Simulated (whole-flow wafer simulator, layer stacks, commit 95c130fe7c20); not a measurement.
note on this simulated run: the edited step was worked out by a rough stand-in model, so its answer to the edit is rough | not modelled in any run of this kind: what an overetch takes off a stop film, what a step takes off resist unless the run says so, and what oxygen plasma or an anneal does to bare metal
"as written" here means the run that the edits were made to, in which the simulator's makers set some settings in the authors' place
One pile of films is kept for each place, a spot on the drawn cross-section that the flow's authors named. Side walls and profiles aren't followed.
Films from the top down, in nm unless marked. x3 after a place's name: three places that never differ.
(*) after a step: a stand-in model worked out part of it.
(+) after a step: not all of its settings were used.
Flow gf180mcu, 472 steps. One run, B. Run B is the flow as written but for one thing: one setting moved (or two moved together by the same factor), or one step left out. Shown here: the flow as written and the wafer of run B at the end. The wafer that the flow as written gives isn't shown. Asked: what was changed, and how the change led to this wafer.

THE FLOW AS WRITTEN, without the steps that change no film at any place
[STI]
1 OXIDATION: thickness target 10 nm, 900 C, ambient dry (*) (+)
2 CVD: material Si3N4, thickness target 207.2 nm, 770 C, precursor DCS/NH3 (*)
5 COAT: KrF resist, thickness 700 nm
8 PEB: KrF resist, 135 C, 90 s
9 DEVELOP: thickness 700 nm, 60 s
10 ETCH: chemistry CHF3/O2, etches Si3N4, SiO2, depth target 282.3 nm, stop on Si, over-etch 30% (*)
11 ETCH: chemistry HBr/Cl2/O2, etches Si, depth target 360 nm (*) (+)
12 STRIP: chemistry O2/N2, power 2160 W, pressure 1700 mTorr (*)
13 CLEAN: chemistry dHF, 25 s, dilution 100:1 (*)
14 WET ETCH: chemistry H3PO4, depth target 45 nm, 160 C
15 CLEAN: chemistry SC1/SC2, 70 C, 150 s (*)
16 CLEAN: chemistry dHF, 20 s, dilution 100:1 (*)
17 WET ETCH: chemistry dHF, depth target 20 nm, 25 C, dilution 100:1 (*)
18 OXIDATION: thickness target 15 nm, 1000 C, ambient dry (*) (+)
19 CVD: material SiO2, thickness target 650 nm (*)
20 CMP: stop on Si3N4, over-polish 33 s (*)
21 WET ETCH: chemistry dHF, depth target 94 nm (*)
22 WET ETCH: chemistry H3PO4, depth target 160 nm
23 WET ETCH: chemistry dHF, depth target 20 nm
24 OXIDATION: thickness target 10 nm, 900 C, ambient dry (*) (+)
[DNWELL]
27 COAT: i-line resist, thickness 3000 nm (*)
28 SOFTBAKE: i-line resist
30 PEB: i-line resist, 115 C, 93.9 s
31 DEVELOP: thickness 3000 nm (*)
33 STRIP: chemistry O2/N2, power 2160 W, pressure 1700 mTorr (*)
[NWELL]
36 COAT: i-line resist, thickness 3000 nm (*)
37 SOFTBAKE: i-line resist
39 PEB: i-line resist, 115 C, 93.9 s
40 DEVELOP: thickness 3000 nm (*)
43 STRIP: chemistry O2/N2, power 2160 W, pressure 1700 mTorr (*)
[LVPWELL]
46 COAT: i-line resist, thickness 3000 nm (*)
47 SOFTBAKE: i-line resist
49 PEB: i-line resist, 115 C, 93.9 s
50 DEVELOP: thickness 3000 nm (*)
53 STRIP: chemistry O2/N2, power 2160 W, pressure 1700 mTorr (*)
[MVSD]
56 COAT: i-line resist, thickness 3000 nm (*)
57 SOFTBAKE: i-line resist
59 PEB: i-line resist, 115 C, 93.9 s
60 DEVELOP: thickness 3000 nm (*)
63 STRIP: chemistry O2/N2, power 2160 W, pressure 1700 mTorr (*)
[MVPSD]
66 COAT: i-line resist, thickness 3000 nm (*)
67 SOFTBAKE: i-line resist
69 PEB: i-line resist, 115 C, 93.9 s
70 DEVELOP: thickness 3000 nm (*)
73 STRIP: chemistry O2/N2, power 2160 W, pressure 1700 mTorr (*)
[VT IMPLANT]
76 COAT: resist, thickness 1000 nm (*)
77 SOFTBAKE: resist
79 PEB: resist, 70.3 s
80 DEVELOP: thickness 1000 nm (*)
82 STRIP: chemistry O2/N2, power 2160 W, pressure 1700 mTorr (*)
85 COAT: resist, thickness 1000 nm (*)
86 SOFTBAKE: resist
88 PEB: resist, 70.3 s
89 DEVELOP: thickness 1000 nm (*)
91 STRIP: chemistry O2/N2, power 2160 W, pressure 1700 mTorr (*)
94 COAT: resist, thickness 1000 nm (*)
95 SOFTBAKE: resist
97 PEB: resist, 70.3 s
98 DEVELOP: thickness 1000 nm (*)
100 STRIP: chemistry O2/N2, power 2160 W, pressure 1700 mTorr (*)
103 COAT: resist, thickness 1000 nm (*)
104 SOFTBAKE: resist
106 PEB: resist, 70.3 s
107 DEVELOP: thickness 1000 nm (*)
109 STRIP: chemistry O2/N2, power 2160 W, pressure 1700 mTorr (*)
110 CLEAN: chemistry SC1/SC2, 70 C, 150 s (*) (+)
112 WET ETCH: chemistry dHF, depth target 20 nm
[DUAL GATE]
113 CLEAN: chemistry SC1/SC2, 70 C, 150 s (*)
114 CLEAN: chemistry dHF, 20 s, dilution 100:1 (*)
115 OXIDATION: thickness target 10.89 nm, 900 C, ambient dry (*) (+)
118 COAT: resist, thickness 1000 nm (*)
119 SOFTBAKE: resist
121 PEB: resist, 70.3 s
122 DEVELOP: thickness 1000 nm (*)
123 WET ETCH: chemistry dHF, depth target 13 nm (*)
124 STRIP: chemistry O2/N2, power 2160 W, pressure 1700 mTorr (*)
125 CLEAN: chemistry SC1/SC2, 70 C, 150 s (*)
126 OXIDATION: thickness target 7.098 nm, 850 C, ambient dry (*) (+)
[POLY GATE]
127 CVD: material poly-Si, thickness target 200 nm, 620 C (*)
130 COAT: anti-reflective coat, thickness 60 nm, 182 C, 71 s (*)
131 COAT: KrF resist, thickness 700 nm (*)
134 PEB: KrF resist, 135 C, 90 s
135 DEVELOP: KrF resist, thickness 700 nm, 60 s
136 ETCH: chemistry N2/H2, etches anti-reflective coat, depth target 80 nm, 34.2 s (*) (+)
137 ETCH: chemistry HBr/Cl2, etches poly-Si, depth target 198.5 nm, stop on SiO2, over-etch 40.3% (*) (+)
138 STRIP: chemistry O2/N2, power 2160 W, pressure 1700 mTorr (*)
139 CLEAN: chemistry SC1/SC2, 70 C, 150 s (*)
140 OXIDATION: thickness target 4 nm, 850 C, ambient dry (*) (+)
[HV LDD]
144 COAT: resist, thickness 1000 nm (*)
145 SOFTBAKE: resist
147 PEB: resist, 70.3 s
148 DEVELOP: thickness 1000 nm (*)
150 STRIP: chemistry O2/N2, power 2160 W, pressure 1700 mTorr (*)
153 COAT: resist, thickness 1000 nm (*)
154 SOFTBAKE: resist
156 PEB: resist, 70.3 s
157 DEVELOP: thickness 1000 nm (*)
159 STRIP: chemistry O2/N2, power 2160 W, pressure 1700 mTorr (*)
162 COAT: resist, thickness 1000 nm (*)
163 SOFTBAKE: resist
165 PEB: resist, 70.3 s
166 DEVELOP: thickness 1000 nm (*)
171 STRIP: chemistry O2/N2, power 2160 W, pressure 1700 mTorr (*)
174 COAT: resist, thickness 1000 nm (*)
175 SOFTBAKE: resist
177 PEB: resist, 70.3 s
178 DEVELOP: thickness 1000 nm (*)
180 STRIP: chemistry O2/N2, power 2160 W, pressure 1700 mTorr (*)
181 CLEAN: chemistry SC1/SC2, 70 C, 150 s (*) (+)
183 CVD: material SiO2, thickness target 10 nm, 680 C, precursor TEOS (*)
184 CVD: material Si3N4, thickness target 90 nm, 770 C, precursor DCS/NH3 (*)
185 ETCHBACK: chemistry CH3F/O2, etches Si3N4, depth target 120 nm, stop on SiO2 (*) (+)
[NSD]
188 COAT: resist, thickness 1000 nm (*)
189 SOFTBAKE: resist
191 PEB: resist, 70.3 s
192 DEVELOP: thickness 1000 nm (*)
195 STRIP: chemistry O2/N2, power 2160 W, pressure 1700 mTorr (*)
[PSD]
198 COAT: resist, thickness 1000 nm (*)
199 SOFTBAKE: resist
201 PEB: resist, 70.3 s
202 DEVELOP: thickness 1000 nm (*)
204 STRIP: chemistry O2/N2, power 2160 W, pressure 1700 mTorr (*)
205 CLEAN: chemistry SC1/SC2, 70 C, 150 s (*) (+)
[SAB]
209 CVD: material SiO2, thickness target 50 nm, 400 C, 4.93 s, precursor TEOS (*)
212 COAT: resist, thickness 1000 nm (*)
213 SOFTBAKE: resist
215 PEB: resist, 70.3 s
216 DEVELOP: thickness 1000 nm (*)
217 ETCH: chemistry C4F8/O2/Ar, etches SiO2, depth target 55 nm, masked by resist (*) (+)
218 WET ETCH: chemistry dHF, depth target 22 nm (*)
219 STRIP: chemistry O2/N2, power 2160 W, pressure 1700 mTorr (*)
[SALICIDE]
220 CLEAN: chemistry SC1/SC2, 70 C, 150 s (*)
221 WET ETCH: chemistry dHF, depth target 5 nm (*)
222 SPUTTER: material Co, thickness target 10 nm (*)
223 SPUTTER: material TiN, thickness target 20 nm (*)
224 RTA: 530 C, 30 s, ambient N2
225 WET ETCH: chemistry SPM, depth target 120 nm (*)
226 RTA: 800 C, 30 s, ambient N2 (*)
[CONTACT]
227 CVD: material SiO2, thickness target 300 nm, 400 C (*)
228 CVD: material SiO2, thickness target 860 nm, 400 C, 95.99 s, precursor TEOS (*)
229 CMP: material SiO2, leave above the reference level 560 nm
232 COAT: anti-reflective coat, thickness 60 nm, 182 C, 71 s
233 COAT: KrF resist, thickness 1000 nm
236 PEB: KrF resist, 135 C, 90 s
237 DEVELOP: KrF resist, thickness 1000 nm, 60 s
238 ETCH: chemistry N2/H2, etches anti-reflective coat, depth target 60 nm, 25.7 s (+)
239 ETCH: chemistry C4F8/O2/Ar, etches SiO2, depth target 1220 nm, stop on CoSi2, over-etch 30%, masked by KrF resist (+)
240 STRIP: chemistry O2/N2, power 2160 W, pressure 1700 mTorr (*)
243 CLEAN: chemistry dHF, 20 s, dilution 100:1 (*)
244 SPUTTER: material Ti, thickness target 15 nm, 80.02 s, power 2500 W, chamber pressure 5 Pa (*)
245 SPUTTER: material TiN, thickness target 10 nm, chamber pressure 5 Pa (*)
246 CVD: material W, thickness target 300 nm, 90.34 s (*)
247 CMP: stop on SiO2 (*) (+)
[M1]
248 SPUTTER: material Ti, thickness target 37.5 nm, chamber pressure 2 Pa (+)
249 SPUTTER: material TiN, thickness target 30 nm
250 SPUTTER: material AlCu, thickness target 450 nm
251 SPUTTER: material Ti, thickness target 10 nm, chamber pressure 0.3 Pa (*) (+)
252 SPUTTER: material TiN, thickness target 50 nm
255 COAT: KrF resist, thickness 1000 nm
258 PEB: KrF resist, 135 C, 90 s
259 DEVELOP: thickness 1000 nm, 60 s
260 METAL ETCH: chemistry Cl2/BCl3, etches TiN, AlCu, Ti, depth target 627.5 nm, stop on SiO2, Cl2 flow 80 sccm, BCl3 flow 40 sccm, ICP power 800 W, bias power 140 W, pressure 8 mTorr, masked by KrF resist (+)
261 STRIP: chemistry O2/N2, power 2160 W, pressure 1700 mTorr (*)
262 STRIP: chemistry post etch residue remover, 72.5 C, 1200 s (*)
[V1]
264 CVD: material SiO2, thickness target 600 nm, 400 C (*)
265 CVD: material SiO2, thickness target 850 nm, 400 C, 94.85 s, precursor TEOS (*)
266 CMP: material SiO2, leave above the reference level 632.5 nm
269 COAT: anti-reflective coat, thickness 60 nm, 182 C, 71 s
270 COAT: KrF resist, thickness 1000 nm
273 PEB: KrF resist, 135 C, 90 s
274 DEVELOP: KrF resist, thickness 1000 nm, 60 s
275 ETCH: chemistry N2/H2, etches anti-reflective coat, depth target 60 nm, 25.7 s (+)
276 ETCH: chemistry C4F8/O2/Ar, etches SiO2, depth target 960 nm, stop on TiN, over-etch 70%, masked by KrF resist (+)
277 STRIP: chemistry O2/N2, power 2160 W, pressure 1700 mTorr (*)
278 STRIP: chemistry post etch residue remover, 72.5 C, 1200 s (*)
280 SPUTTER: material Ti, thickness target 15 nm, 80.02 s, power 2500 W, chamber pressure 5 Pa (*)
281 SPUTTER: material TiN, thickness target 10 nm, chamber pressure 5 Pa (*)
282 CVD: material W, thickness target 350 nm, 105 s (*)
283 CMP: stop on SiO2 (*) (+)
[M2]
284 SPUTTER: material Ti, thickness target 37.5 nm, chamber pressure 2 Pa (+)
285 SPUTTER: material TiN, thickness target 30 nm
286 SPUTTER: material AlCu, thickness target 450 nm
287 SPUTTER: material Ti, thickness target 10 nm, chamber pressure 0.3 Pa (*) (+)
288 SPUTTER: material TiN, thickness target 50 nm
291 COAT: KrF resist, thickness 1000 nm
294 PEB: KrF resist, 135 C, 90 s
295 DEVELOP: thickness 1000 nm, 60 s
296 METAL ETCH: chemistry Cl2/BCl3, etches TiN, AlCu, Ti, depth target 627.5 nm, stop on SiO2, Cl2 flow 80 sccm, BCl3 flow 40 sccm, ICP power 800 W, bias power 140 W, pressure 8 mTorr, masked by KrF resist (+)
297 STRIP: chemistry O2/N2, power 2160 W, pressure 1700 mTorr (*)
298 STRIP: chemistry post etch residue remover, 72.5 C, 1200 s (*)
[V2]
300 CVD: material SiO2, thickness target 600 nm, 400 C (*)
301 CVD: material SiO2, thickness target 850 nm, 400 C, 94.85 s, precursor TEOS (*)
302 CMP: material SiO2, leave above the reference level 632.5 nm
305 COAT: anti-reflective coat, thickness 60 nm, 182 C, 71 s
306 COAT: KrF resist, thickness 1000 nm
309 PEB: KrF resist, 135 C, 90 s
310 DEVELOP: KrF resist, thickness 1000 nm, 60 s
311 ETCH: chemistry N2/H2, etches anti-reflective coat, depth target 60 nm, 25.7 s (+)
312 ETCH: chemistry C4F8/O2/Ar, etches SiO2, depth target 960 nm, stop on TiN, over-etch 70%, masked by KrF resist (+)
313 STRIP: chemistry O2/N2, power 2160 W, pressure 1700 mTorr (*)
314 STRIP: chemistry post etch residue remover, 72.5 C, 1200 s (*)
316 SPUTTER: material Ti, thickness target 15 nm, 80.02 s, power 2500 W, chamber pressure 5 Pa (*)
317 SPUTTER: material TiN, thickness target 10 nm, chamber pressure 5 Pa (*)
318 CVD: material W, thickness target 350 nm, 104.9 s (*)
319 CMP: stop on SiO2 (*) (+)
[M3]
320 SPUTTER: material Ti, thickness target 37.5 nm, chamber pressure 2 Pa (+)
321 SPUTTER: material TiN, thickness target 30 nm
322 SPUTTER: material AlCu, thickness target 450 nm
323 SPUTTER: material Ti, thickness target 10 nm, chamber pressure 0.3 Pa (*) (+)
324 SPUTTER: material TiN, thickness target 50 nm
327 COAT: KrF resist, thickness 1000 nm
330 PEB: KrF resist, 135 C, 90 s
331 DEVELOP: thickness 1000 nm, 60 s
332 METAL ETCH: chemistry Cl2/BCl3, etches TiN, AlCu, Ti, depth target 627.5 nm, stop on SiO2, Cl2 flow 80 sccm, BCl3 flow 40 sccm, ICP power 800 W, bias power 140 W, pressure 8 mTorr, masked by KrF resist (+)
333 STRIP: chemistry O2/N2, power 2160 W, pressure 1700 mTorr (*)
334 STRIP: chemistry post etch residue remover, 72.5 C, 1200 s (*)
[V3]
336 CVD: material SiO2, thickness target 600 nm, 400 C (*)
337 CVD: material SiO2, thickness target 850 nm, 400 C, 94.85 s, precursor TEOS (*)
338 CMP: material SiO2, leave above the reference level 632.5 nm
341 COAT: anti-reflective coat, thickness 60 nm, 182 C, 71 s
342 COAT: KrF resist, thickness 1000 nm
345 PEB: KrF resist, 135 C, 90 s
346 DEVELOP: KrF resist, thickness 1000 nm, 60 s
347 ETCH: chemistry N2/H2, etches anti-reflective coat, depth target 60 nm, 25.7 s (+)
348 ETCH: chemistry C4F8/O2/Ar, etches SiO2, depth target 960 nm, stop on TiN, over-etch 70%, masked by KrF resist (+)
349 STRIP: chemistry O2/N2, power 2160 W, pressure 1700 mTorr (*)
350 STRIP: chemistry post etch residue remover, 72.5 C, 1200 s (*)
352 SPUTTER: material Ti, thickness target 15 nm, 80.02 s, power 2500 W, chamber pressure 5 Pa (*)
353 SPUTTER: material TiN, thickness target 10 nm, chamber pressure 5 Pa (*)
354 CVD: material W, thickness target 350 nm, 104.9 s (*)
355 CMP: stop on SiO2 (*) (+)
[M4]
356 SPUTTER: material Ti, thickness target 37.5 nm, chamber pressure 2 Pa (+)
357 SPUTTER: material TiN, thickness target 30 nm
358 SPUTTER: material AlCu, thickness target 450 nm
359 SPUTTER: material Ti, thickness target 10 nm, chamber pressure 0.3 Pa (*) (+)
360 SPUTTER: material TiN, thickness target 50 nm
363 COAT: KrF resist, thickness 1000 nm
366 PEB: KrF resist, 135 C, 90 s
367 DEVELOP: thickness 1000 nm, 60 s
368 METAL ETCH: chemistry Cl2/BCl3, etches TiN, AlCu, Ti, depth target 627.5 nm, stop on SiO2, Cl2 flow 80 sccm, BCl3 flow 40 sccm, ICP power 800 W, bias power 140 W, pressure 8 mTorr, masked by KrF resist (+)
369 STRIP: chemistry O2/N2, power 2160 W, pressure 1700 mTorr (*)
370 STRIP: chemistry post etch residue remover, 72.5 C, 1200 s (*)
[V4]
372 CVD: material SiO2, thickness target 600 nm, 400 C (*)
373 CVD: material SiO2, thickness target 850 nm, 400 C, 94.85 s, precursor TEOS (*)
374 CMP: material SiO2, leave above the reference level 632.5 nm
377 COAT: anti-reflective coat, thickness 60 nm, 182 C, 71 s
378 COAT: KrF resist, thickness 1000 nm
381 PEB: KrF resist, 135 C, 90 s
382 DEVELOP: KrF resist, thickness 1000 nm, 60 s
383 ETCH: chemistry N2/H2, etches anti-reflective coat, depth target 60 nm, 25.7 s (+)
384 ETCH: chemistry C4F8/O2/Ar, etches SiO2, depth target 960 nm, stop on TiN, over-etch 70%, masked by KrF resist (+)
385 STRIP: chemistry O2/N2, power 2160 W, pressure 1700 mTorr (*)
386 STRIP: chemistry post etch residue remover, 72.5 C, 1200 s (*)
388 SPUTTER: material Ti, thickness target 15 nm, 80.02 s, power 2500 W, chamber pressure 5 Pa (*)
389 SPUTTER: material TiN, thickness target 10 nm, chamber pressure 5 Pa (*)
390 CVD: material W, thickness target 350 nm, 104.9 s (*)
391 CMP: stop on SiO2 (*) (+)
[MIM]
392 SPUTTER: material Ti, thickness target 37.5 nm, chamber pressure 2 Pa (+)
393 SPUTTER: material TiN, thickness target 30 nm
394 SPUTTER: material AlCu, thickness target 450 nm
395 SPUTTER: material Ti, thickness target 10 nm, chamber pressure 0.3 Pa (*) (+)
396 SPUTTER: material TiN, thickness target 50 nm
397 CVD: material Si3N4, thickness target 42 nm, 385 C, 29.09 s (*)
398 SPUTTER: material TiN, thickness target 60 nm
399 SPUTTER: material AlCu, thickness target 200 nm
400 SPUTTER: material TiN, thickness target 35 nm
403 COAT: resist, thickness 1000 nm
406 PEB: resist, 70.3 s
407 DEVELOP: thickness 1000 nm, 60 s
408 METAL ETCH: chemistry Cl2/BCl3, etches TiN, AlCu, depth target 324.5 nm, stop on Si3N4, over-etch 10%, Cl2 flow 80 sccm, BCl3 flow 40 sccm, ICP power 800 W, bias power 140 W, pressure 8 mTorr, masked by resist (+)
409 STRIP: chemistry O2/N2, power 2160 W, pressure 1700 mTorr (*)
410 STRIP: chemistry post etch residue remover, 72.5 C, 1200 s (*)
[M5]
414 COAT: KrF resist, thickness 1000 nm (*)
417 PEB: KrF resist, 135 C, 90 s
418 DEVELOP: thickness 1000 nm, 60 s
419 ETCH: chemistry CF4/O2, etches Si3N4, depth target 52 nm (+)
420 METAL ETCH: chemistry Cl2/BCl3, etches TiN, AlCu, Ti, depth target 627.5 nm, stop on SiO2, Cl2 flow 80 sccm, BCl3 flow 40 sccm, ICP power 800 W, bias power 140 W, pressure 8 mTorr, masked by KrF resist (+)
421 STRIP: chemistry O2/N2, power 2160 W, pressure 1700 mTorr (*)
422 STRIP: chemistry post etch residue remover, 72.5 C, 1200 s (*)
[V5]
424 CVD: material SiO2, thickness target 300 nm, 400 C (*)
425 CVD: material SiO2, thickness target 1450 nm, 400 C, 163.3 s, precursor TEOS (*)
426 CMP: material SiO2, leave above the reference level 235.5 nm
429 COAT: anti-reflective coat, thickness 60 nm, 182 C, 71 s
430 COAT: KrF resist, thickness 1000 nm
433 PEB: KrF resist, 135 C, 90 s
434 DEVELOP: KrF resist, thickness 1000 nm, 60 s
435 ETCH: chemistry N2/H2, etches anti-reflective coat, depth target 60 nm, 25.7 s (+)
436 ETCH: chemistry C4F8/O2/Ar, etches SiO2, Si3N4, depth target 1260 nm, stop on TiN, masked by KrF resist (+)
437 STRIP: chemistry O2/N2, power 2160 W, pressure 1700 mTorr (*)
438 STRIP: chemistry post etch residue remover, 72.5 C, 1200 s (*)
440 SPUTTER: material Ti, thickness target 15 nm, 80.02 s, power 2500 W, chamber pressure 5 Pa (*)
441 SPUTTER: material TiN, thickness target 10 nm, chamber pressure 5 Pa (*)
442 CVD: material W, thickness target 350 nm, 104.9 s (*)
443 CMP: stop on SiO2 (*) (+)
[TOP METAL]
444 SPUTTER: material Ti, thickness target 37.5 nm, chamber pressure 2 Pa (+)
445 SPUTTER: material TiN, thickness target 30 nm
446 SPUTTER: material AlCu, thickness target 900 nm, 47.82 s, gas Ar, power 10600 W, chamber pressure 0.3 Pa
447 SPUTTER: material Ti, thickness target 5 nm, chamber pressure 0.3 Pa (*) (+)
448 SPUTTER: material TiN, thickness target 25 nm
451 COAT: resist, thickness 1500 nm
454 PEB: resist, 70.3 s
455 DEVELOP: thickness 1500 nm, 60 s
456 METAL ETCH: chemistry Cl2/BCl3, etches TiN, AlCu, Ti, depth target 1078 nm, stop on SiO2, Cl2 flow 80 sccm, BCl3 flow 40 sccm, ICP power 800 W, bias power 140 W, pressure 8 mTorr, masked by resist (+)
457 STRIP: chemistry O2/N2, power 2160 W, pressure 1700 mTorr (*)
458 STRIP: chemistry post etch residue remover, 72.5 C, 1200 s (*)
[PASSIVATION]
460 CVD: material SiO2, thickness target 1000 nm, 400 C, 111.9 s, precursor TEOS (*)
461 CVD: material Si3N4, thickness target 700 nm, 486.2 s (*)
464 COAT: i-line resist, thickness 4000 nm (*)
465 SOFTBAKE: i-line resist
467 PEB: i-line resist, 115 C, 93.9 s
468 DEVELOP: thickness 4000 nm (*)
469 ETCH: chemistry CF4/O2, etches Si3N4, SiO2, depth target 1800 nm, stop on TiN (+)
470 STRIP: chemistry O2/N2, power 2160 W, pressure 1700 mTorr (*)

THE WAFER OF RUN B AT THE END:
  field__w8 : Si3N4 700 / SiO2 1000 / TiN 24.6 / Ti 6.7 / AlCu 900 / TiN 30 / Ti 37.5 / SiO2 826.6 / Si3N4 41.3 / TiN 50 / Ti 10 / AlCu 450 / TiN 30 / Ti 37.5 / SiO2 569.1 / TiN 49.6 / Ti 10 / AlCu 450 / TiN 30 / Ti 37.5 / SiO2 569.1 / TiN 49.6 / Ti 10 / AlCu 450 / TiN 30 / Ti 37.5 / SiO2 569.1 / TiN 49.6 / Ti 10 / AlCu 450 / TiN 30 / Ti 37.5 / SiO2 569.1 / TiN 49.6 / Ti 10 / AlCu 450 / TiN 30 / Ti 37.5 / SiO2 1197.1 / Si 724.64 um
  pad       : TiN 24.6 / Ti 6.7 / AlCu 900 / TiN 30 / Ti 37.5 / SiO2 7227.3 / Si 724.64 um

The cause: step 447, SPUTTER: thickness target 6.7 nm was run, where the flow has thickness target 5 nm.
It can be read off the wafer: field__w8 has Ti 6.7, and step 447 as written asks for 5 nm.

How the change led to this, step by step:
  447 SPUTTER: material Ti, thickness target 5 nm, chamber pressure 0.3 Pa (*) (+)
      field, field__w1, field__w2 and 109 more: Ti +6.7 (new film) (as written it would be: Ti +5 (new film))
  456 METAL ETCH: chemistry Cl2/BCl3, etches TiN, AlCu, Ti, depth target 1078 nm, stop on SiO2, Cl2 flow 80 sccm, BCl3 flow 40 sccm, ICP power 800 W, bias power 140 W, pressure 8 mTorr, masked by resist (+)
      field, field__w1, field__w2 and 103 more: TiN -25 (all of it), Ti -6.7 (all of it), AlCu -900 (all of it), TiN -30 (all of it), Ti -37.5 (all of it) (as written it would be: TiN -25 (all of it), Ti -5 (all of it), AlCu -900 (all of it), TiN -30 (all of it), Ti -37.5 (all of it))
